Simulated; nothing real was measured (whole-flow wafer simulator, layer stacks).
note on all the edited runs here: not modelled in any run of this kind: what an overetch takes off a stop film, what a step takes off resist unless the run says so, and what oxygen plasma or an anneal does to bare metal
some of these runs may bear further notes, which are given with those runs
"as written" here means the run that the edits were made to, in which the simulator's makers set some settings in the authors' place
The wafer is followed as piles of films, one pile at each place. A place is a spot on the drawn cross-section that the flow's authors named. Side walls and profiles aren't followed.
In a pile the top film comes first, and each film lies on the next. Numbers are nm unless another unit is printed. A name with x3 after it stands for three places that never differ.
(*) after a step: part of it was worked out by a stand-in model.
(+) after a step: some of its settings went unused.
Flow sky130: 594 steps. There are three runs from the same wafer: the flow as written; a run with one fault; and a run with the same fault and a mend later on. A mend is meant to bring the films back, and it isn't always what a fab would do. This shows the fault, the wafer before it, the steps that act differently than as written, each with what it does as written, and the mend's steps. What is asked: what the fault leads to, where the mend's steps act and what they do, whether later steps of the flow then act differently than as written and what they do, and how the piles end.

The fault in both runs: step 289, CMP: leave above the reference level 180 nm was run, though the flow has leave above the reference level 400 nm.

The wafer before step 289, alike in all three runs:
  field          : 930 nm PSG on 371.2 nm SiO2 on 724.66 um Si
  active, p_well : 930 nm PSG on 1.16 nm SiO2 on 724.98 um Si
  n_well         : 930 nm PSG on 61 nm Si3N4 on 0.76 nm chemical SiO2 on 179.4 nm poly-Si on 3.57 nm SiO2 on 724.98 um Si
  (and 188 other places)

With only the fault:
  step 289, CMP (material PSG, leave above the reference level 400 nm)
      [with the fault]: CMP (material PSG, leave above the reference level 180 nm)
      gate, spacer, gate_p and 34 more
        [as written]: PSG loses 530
        [with the fault]: PSG loses 750
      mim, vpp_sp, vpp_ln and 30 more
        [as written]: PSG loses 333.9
        [with the fault]: PSG loses 553.9
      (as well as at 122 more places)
  Steps later in the flow that act otherwise than as written:
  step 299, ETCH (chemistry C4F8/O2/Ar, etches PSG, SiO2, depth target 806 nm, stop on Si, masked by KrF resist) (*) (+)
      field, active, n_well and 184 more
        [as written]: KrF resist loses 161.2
        [with the fault]: KrF resist loses 127.4
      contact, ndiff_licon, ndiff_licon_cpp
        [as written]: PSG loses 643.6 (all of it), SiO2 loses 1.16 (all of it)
        [with the fault]: PSG loses 423.6 (all of it), SiO2 loses 1.16 (all of it)
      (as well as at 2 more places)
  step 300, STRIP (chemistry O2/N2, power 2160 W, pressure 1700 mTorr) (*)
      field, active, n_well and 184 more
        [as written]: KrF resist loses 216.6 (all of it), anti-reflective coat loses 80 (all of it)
        [with the fault]: KrF resist loses 250.4 (all of it), anti-reflective coat loses 80 (all of it)
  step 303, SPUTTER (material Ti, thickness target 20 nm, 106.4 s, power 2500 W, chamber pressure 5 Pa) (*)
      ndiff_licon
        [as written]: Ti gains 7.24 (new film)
        [with the fault]: Ti gains 10.2 (new film)
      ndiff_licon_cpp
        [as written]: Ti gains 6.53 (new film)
        [with the fault]: Ti gains 9.21 (new film)
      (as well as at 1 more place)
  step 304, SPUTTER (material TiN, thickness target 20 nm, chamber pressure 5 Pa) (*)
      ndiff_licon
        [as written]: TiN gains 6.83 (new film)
        [with the fault]: TiN gains 9.78 (new film)
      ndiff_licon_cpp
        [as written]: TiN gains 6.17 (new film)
        [with the fault]: TiN gains 8.85 (new film)
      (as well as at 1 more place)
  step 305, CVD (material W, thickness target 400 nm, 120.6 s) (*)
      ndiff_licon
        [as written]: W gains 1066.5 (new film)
        [with the fault]: W gains 840.6 (new film)
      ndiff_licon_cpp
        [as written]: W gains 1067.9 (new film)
        [with the fault]: W gains 842.6 (new film)
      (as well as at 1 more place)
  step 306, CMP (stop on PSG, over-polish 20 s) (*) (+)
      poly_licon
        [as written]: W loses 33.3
        [with the fault]: W loses 253.3
  At field, active, n_well and 190 more, the piles at the end differ from the flow's by more than 2% or 0.5 nm, whichever is larger.
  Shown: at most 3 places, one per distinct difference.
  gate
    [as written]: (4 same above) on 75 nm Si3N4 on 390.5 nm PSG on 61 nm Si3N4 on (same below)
    [with the fault]: (4 same above) on 75 nm Si3N4 on 170.5 nm PSG on 61 nm Si3N4 on (same below)
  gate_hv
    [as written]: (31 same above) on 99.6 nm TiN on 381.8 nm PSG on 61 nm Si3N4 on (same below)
    [with the fault]: (31 same above) on 99.6 nm TiN on 161.8 nm PSG on 61 nm Si3N4 on (same below)
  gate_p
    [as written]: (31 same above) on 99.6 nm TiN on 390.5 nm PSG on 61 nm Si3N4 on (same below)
    [with the fault]: (31 same above) on 99.6 nm TiN on 170.5 nm PSG on 61 nm Si3N4 on (same below)

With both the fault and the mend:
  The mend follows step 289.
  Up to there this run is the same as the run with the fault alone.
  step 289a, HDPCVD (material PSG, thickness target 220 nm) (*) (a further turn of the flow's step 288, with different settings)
      field, active, n_well and 189 more
        PSG gains 220
  None of the later steps of the flow differs from how it acts as written, at any place that is followed, by more than 2% or 0.5 nm, whichever is larger.
  At the end the piles are close to the flow's at the places that both follow, differing by at most 2% or 0.5 nm, whichever is larger.
